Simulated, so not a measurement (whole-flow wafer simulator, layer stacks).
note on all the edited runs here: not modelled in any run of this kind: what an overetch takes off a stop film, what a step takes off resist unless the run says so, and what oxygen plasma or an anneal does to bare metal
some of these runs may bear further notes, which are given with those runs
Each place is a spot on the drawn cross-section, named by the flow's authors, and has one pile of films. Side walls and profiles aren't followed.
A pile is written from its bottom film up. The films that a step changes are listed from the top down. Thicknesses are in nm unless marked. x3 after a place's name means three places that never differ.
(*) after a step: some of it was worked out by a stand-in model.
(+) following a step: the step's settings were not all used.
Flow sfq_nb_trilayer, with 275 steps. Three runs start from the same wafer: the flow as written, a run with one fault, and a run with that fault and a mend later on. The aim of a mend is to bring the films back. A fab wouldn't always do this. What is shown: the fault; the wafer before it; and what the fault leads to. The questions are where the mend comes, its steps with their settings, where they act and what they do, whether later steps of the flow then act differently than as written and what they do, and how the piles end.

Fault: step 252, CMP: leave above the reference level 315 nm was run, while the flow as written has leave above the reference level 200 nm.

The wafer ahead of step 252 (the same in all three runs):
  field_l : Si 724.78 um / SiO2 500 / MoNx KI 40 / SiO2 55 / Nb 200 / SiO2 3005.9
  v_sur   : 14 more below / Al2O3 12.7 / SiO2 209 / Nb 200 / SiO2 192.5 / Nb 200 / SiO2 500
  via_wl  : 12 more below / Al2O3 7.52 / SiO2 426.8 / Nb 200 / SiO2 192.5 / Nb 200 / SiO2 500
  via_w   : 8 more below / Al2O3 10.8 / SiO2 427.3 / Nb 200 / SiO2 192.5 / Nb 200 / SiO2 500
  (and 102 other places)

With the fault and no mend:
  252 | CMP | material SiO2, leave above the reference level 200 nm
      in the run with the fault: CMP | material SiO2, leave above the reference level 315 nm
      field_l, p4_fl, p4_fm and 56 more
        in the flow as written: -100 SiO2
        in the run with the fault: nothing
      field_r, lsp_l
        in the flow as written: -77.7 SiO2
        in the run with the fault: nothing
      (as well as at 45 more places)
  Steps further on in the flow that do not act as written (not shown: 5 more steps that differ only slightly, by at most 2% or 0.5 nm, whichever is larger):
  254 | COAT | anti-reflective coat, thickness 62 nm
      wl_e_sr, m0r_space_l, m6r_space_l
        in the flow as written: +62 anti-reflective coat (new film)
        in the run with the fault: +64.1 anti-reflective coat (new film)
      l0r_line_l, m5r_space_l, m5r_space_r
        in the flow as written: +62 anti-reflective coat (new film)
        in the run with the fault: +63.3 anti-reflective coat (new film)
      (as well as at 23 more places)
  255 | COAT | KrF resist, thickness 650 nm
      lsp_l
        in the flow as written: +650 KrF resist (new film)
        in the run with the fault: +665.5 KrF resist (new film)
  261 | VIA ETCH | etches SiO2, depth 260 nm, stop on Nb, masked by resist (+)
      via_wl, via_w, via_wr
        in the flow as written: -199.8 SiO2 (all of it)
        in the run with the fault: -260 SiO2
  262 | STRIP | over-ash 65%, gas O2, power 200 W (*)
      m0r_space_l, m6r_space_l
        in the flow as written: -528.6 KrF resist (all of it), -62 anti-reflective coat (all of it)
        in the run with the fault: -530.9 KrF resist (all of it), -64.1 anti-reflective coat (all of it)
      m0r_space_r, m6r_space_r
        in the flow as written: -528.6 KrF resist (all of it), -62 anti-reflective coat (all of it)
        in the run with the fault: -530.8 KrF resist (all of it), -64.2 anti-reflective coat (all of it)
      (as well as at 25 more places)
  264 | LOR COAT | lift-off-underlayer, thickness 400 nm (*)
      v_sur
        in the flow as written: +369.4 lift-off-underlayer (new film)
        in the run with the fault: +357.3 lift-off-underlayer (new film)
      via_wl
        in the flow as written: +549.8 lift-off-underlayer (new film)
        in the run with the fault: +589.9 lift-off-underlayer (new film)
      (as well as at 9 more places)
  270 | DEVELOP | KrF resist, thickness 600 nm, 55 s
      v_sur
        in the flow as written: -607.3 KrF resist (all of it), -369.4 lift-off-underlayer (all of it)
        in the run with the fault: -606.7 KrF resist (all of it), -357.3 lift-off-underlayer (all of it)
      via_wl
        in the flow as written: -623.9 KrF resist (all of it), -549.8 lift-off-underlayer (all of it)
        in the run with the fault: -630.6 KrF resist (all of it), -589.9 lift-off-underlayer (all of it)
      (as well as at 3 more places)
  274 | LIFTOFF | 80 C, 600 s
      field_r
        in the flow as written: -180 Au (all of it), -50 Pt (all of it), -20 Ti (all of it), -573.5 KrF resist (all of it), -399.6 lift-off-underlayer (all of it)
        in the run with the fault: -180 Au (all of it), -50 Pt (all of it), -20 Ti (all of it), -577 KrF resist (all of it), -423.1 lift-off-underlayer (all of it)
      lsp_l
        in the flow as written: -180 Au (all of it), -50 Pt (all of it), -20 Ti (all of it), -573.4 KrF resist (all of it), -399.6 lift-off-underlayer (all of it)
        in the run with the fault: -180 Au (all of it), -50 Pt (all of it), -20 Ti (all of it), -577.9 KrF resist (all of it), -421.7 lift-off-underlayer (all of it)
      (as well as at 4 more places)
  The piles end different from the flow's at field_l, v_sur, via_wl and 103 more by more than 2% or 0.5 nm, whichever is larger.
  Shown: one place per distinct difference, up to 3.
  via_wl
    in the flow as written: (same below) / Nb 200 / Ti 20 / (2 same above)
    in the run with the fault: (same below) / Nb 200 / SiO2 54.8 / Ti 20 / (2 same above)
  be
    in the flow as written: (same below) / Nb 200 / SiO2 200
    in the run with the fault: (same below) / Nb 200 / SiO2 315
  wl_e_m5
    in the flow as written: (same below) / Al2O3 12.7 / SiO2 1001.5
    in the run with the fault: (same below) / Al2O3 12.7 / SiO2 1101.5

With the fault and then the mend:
  After step 253 comes the mend.
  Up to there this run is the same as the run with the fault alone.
  253a | CMP | material SiO2, leave above the reference level 200 nm (the flow's step 252 again)
      field_l, p4_fl, p4_fm and 56 more
        -100 SiO2
      v_sur, via_wl, via_w and 40 more
        -115 SiO2
      field_r, lsp_l
        -77.7 SiO2
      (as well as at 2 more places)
  Later steps of the flow that are run all act as written at every place that is followed.
  At every place that both follow, the piles at the end match the flow's.
